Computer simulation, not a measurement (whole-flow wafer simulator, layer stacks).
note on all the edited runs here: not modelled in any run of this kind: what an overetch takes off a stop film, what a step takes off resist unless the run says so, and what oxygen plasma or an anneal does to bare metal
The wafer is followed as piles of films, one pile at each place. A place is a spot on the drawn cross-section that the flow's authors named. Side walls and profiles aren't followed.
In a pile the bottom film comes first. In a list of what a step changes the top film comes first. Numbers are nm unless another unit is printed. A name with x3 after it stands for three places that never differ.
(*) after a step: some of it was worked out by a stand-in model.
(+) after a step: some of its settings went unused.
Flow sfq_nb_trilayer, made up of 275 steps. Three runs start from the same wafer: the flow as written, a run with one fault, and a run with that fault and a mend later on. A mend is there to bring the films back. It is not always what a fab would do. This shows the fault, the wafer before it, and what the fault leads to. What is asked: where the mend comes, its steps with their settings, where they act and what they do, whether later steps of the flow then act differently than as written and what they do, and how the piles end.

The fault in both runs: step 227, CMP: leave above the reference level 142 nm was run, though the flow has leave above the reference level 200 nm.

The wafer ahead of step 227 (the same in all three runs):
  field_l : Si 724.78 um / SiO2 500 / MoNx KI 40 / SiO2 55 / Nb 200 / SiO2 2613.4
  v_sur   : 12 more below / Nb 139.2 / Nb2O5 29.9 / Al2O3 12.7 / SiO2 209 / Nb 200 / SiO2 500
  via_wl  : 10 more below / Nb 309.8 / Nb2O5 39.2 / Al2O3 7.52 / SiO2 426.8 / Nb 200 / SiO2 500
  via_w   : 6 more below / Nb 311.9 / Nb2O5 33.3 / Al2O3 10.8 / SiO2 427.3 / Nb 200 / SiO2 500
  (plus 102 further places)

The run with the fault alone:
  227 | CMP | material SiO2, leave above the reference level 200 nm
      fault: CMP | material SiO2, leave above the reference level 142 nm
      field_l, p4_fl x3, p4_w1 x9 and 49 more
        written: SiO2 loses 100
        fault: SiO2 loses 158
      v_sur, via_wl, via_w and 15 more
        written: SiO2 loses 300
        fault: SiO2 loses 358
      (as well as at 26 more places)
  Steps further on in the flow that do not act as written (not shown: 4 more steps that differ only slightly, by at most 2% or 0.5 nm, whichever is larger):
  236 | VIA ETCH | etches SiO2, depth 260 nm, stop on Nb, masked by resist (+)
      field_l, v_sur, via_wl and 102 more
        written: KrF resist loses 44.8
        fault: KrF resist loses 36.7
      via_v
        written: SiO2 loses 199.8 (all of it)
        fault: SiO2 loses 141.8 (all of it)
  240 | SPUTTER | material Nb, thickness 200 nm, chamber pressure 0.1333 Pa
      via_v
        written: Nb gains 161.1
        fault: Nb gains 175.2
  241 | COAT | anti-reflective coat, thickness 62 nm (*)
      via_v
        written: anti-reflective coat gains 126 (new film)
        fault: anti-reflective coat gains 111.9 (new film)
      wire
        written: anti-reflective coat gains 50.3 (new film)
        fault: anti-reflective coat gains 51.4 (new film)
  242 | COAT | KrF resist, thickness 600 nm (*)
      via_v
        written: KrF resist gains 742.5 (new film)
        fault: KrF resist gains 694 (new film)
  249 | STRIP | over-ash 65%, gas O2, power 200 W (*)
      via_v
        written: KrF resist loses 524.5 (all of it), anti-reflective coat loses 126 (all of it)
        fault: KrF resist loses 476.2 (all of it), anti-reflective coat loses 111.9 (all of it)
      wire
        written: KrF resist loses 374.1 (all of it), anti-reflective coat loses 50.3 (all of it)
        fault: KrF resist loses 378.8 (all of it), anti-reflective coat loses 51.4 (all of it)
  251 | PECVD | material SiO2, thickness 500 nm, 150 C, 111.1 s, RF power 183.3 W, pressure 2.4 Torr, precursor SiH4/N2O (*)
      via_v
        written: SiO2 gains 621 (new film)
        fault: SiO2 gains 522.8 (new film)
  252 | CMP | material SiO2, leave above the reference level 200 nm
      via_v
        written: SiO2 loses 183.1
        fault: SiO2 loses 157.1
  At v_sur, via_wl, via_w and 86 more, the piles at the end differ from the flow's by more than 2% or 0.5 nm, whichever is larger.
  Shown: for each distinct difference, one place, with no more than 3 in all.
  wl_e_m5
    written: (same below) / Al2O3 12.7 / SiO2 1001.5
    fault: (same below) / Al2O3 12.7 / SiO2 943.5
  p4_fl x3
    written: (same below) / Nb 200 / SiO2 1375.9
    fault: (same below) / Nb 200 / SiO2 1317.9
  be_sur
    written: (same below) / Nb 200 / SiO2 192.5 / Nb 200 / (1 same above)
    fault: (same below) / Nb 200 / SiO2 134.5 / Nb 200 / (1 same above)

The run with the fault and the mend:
  After step 234 comes the mend.
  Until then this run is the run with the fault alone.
  234a | STRIP | over-ash 65%, gas O2, power 200 W (*)
      field_l, v_sur, via_wl and 102 more
        KrF resist loses 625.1 (all of it), anti-reflective coat loses 62 (all of it)
      via_v
        anti-reflective coat loses 62 (all of it)
  234b | PECVD | material SiO2, thickness 58 nm, 150 C, 12.89 s, RF power 183.3 W, pressure 2.4 Torr, precursor SiH4/N2O (the flow's step 226 again, with other settings)
      field_l, v_sur, via_wl and 103 more
        SiO2 gains 58
  234c | COAT | anti-reflective coat, thickness 62 nm (the flow's step 229 again)
      field_l, v_sur, via_wl and 103 more
        anti-reflective coat gains 62 (new film)
  234d | COAT | KrF resist, thickness 650 nm (the flow's step 230 again)
      field_l, v_sur, via_wl and 103 more
        KrF resist gains 650 (new film)
  234e | SOFTBAKE | KrF resist (the flow's step 231 again)
      alters no film at any place that is followed
  234f | EXPOSE | photomask I6, dose 11.91 mJ/cm2, NA 0.6, wavelength 248 nm (*) (the flow's step 232 again)
      alters no film at any place that is followed
  234g | PEB | KrF resist, 90 s (the flow's step 233 again)
      field_l, v_sur, via_wl and 103 more
        KrF resist loses 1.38
  234h | DEVELOP | KrF resist, thickness 650 nm, 60 s (the flow's step 234 again)
      field_l, v_sur, via_wl and 102 more
        KrF resist loses 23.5
      via_v
        KrF resist loses 648.6 (all of it)
  Later steps of the flow that are run all act as written at every place that is followed, up to a difference of at most 2% or 0.5 nm, whichever is larger.
  The piles end the same as the flow's at every place that both follow.
